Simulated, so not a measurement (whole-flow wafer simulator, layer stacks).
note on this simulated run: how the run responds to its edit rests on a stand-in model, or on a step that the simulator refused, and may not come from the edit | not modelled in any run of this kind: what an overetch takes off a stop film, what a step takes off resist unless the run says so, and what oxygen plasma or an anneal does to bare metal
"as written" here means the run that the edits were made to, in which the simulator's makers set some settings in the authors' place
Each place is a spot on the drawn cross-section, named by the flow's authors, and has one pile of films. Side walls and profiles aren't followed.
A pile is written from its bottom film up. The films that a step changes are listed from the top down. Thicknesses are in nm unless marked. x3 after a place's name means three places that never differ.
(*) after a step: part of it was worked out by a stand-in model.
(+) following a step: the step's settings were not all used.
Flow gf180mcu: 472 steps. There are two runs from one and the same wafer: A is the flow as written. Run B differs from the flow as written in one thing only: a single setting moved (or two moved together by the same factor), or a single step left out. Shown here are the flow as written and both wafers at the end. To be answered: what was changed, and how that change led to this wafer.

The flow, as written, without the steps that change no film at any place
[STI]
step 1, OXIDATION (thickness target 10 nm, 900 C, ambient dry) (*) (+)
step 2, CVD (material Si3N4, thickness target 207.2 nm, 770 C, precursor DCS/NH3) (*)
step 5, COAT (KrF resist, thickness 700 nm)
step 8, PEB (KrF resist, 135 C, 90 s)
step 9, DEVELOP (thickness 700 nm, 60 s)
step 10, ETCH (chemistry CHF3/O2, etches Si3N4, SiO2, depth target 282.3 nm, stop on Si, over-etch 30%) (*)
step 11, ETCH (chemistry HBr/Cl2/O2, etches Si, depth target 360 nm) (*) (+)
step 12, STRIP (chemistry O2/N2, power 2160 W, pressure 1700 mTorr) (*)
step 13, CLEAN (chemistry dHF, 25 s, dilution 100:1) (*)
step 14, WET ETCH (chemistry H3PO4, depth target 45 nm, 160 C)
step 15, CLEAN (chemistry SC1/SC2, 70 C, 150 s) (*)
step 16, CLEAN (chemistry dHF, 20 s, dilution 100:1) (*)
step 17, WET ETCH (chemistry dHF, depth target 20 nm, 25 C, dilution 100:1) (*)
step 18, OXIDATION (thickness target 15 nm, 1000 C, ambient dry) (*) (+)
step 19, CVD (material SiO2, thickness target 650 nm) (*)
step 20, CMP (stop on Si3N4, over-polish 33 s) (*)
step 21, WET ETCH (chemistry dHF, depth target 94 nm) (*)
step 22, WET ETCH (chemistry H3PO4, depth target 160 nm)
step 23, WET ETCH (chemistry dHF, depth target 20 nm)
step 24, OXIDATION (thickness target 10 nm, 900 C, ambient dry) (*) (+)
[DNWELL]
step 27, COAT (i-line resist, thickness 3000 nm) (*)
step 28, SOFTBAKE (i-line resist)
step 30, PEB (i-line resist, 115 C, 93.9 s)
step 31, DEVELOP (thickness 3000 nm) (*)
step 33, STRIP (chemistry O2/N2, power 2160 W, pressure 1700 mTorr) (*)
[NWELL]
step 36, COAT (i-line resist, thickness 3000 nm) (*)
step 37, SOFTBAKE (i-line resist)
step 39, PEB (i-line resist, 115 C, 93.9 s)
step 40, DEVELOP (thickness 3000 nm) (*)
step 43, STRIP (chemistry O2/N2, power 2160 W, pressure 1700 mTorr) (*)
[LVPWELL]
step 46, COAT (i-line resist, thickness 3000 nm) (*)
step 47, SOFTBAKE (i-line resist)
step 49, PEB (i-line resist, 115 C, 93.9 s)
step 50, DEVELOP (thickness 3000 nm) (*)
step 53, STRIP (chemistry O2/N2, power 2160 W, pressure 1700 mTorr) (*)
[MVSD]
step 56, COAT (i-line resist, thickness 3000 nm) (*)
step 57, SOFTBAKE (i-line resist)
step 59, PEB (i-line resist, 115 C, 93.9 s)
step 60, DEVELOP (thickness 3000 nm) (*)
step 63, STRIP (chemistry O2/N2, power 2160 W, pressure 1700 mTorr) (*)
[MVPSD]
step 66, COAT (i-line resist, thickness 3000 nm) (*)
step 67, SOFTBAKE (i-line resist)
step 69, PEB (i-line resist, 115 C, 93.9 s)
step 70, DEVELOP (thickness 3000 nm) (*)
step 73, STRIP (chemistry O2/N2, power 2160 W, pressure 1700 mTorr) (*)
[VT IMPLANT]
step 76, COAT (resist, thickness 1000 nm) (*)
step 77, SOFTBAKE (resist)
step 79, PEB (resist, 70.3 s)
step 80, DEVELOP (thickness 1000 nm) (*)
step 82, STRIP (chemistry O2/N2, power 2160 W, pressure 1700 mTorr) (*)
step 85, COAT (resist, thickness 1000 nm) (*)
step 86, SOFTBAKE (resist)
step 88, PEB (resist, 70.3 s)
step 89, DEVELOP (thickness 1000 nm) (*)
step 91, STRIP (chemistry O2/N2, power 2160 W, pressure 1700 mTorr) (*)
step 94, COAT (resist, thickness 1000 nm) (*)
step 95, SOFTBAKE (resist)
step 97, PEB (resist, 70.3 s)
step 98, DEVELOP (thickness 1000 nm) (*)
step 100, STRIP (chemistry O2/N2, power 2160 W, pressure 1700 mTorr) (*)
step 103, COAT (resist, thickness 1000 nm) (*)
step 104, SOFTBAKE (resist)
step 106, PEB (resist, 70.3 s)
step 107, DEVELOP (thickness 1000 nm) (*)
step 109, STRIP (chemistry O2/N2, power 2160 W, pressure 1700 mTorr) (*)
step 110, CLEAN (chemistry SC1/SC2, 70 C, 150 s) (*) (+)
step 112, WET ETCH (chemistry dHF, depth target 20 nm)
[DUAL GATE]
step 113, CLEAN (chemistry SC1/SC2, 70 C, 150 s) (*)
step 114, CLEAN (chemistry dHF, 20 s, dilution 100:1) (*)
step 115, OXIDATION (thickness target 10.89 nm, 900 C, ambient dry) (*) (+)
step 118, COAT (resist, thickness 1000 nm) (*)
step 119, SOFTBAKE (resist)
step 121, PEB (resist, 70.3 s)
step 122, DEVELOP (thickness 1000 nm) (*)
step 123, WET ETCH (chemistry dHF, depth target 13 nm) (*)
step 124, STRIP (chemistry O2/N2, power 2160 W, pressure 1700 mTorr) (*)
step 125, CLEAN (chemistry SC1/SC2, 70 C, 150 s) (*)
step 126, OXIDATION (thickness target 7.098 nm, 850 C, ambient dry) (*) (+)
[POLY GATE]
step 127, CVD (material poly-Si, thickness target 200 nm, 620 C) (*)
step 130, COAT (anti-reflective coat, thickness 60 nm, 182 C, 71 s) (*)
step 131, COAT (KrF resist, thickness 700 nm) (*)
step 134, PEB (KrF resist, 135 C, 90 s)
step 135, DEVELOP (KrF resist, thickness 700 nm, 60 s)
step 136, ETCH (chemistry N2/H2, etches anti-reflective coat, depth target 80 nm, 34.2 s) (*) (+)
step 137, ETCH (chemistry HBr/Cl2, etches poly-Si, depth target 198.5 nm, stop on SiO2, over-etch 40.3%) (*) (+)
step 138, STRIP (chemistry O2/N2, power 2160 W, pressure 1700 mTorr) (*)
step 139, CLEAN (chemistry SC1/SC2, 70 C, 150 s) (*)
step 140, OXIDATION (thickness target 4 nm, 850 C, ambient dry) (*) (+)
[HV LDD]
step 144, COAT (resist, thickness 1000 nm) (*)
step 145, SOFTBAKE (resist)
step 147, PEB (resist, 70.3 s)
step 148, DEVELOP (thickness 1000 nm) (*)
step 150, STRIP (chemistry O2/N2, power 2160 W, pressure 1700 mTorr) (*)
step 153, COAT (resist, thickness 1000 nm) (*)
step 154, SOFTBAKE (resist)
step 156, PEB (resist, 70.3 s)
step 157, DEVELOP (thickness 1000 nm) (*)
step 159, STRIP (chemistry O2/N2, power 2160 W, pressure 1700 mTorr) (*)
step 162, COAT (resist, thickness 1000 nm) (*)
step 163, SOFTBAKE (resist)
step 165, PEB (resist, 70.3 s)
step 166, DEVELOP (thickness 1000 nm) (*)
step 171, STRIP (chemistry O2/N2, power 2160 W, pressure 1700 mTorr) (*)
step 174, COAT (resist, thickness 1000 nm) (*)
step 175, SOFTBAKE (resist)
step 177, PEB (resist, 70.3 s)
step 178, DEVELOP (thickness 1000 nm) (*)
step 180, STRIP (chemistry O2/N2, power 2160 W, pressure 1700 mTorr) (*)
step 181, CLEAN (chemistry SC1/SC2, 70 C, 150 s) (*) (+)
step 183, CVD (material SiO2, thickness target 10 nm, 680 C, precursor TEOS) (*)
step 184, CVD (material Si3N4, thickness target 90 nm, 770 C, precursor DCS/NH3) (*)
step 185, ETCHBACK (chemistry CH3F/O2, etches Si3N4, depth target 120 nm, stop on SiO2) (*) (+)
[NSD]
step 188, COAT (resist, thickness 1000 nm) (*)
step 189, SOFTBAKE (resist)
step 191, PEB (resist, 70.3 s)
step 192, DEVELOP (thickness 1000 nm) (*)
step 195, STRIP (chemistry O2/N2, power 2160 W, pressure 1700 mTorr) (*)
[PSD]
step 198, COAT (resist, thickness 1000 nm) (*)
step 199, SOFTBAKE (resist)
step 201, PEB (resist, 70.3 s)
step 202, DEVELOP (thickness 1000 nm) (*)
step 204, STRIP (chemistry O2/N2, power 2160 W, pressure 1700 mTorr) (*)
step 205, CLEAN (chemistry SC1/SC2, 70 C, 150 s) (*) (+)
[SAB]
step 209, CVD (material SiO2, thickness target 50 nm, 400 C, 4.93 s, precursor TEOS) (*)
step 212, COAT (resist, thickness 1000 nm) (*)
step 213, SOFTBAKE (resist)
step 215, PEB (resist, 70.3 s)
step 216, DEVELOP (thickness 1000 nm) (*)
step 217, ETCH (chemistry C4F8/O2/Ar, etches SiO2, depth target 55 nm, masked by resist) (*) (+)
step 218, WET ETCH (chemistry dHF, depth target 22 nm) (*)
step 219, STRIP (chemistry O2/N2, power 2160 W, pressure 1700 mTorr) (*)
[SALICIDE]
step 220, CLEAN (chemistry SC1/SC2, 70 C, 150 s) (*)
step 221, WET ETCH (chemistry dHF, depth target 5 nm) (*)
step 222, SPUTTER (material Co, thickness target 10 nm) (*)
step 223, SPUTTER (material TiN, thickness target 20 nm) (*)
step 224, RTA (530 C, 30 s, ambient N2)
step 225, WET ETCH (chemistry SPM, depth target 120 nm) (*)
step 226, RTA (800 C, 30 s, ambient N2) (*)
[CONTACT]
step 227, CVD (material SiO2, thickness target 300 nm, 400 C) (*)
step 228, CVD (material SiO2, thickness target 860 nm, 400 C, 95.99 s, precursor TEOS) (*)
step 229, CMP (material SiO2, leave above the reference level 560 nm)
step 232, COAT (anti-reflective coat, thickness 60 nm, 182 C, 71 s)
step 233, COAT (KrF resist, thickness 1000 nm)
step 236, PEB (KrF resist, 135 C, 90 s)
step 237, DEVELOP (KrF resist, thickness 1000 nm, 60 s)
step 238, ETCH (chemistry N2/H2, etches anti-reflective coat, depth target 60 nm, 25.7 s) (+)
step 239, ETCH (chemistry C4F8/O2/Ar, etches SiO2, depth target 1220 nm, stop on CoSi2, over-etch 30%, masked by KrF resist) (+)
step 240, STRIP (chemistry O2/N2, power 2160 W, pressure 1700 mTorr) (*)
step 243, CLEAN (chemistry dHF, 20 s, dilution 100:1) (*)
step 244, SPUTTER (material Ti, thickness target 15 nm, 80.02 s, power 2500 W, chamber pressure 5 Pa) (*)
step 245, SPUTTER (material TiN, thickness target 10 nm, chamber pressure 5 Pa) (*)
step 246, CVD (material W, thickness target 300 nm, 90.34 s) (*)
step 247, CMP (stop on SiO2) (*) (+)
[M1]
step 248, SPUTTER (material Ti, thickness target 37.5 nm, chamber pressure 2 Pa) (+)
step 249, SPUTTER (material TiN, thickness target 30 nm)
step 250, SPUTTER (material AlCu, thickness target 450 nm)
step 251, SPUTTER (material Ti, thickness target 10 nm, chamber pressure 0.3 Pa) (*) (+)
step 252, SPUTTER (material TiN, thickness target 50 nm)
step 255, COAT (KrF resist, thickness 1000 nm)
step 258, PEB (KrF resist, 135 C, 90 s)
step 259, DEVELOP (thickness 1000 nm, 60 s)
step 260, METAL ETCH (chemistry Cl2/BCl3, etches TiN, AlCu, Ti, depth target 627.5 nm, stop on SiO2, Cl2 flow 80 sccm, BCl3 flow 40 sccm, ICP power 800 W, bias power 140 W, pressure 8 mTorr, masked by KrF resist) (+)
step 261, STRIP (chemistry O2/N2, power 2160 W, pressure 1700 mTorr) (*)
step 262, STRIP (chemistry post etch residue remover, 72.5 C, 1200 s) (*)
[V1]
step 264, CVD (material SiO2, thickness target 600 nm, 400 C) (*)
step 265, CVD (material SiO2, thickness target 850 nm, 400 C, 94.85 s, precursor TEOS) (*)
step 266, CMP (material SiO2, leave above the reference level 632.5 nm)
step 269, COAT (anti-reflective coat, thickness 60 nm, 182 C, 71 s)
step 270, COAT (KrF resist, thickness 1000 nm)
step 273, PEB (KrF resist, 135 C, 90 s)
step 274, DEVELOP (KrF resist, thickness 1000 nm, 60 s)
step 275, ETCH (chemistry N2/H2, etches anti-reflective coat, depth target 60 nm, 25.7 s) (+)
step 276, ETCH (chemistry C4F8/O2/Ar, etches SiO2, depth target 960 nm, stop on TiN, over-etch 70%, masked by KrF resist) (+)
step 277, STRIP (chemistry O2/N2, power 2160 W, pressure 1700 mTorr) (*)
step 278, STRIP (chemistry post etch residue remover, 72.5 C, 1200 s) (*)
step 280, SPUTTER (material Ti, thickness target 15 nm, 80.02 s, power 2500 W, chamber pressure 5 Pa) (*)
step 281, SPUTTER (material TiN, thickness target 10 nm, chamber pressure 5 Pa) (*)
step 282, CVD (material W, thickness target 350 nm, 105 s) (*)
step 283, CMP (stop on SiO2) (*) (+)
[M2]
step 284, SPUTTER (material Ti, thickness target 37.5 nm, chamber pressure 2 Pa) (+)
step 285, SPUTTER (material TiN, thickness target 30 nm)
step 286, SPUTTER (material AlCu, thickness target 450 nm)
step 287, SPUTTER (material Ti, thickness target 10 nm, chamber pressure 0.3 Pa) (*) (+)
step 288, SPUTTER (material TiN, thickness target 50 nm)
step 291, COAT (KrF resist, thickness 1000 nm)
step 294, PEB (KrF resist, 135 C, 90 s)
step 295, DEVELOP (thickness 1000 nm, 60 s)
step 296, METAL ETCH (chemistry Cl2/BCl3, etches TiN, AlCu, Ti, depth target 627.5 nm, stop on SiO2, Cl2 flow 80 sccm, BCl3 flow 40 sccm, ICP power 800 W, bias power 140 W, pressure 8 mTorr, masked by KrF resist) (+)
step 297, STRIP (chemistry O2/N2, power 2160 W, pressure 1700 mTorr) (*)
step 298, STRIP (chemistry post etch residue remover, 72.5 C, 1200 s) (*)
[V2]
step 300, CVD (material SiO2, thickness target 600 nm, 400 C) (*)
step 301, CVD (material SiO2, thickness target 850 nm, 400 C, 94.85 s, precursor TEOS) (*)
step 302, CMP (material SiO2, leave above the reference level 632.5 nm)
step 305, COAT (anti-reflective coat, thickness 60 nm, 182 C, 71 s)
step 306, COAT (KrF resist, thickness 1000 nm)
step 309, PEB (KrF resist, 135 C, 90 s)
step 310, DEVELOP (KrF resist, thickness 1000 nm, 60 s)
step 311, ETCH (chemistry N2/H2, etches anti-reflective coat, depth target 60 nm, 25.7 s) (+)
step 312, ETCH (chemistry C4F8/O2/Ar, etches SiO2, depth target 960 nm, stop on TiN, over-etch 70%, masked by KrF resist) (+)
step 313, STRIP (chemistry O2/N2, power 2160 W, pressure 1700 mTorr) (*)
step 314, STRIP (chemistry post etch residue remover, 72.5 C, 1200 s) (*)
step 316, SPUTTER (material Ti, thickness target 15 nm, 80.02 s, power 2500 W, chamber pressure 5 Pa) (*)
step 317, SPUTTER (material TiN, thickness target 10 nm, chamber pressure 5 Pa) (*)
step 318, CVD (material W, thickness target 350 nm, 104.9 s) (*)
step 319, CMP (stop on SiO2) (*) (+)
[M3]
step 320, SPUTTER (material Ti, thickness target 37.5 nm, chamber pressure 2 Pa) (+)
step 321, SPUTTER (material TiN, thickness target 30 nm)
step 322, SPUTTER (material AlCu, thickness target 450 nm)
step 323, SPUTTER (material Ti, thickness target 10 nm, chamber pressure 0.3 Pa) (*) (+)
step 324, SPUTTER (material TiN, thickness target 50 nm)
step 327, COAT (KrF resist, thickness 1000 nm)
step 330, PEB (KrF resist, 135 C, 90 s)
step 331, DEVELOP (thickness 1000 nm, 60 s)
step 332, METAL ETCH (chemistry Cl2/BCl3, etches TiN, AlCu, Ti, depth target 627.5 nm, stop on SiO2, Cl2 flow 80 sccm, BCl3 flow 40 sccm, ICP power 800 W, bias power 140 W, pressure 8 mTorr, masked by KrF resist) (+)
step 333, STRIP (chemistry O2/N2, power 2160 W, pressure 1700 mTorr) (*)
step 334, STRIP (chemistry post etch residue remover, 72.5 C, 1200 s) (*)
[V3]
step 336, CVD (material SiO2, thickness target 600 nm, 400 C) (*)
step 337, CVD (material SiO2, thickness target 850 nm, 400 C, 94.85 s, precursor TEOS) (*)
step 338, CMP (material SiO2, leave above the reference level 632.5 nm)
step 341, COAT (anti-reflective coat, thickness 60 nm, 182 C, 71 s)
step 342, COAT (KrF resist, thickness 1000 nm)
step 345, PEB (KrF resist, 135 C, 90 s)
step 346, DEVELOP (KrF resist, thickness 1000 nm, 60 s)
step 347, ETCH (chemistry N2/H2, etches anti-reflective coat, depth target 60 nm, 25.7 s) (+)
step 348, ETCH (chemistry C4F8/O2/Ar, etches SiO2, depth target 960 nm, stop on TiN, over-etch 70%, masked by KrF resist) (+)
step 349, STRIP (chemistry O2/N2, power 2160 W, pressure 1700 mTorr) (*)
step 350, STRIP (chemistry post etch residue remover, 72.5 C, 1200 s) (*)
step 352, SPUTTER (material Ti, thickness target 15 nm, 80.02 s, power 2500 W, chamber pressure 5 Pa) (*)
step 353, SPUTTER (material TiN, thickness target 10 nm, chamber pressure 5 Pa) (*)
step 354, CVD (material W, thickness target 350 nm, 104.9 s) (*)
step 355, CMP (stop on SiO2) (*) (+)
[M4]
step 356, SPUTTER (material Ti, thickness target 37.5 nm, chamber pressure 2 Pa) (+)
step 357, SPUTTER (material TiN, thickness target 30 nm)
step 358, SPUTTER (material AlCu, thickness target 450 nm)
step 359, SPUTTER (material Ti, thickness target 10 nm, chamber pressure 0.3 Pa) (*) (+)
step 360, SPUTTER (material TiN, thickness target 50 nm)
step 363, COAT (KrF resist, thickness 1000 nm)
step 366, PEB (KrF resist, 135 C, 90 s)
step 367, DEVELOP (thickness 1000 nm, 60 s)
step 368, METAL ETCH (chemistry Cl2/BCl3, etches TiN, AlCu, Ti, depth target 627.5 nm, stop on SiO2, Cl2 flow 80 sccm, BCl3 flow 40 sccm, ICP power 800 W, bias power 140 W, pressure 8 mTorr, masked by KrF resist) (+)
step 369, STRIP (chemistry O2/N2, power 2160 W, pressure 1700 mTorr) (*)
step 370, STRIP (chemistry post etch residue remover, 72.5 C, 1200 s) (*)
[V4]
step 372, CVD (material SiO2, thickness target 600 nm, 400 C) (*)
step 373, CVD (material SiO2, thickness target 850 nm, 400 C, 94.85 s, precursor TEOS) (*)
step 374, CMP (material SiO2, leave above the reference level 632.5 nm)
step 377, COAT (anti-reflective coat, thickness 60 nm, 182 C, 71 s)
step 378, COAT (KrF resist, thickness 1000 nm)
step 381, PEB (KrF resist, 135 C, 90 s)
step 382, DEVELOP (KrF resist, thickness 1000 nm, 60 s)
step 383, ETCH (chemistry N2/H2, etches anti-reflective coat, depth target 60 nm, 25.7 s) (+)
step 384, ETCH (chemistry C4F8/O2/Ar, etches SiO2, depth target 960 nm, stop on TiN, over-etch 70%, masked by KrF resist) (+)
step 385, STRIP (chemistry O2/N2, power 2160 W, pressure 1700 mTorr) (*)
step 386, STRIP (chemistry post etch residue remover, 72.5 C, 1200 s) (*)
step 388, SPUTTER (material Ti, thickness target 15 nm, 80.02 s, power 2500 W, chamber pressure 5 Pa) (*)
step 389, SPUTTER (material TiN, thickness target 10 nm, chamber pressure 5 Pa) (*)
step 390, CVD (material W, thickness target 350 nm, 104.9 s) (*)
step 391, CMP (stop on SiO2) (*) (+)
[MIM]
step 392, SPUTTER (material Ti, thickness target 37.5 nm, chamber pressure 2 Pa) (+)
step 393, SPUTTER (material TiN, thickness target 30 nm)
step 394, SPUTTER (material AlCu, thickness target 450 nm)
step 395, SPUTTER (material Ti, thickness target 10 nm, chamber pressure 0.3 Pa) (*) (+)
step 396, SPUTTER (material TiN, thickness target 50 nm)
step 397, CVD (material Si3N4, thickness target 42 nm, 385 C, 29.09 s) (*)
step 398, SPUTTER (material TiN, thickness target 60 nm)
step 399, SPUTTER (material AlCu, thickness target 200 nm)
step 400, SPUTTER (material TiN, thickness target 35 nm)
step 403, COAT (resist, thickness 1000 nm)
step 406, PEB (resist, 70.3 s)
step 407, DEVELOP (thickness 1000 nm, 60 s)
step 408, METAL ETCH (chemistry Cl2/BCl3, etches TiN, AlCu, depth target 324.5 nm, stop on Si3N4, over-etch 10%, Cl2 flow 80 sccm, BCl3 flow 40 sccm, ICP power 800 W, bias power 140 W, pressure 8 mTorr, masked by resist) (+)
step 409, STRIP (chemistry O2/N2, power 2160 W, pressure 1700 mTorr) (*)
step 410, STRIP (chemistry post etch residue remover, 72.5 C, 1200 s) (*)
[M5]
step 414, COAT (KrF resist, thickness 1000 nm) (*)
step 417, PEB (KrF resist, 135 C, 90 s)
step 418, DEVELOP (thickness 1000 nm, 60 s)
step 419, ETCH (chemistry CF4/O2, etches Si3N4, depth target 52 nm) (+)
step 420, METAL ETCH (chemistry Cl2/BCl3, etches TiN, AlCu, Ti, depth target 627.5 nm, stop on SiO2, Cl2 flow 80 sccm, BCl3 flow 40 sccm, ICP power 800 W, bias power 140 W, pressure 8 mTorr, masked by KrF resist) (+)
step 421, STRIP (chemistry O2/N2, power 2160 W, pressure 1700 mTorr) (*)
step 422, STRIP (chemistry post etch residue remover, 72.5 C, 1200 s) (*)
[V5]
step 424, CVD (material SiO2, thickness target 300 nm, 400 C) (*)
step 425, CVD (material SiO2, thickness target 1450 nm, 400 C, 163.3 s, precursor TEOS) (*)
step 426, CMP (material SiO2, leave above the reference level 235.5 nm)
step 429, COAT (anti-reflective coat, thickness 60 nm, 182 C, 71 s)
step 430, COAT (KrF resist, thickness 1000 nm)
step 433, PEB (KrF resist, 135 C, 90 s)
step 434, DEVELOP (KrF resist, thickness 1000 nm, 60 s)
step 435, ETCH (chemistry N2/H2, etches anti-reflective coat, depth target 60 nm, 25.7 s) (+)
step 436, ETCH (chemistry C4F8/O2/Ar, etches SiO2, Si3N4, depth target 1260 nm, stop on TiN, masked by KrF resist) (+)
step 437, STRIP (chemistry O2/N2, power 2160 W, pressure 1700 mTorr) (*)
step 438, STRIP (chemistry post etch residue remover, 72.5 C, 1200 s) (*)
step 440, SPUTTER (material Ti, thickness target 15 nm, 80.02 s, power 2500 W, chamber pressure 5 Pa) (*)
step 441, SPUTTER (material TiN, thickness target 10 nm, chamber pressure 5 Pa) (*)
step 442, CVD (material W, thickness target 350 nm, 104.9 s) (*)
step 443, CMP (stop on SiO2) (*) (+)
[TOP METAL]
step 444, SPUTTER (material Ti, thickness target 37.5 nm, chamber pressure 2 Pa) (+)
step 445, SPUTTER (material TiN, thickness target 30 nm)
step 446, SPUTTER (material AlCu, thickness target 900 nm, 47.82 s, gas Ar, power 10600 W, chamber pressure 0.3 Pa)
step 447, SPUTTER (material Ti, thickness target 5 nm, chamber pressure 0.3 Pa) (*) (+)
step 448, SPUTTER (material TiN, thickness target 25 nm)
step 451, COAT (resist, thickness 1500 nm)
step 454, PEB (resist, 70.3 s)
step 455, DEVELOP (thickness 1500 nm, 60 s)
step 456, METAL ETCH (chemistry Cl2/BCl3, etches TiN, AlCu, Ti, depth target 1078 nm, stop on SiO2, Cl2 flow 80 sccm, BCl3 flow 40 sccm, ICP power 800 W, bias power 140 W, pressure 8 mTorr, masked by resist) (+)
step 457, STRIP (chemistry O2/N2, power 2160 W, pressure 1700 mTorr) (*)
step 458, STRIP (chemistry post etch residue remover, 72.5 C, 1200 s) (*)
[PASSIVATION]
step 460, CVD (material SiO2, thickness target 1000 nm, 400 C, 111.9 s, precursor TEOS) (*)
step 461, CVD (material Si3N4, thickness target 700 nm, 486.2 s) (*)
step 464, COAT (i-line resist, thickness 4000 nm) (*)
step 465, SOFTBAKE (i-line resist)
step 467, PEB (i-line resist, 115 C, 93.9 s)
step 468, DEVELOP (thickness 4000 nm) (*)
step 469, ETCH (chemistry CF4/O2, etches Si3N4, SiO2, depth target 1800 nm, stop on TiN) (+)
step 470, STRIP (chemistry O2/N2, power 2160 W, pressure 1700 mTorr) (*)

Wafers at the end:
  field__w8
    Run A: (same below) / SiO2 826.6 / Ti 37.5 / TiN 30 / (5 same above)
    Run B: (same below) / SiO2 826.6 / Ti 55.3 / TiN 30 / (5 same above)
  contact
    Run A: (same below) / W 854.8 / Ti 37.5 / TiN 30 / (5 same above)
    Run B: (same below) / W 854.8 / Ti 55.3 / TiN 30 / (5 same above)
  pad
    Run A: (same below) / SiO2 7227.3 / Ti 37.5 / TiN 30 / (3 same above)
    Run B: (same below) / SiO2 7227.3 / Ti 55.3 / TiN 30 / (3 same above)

What caused this: step 444, SPUTTER: thickness target 55.3 nm was run, whereas the flow has thickness target 37.5 nm.
The wafer lets one read it off: field__w8 has Ti 55.3, and step 444 as written asks for 37.5 nm.

Step by step, how the change led to this:
  step 444, SPUTTER (material Ti, thickness target 37.5 nm, chamber pressure 2 Pa) (+)
      field, field__w1, field__w2 and 109 more: A Ti gains 37.5 (new film) | B Ti gains 55.3 (new film)
  step 456, METAL ETCH (chemistry Cl2/BCl3, etches TiN, AlCu, Ti, depth target 1078 nm, stop on SiO2, Cl2 flow 80 sccm, BCl3 flow 40 sccm, ICP power 800 W, bias power 140 W, pressure 8 mTorr, masked by resist) (+)
      field, field__w1, field__w2 and 103 more: A TiN loses 25 (all of it), Ti loses 5 (all of it), AlCu loses 900 (all of it), TiN loses 30 (all of it), Ti loses 37.5 (all of it) | B TiN loses 25 (all of it), Ti loses 5 (all of it), AlCu loses 900 (all of it), TiN loses 30 (all of it), Ti loses 55.3 (all of it)
  step 465, SOFTBAKE (i-line resist)
      gate: A i-line resist gains 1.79 | B i-line resist loses 0.22
      ld_fp_p, ld_drift_p: A i-line resist gains 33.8 | B i-line resist gains 27.7
      (also at 64 further places)
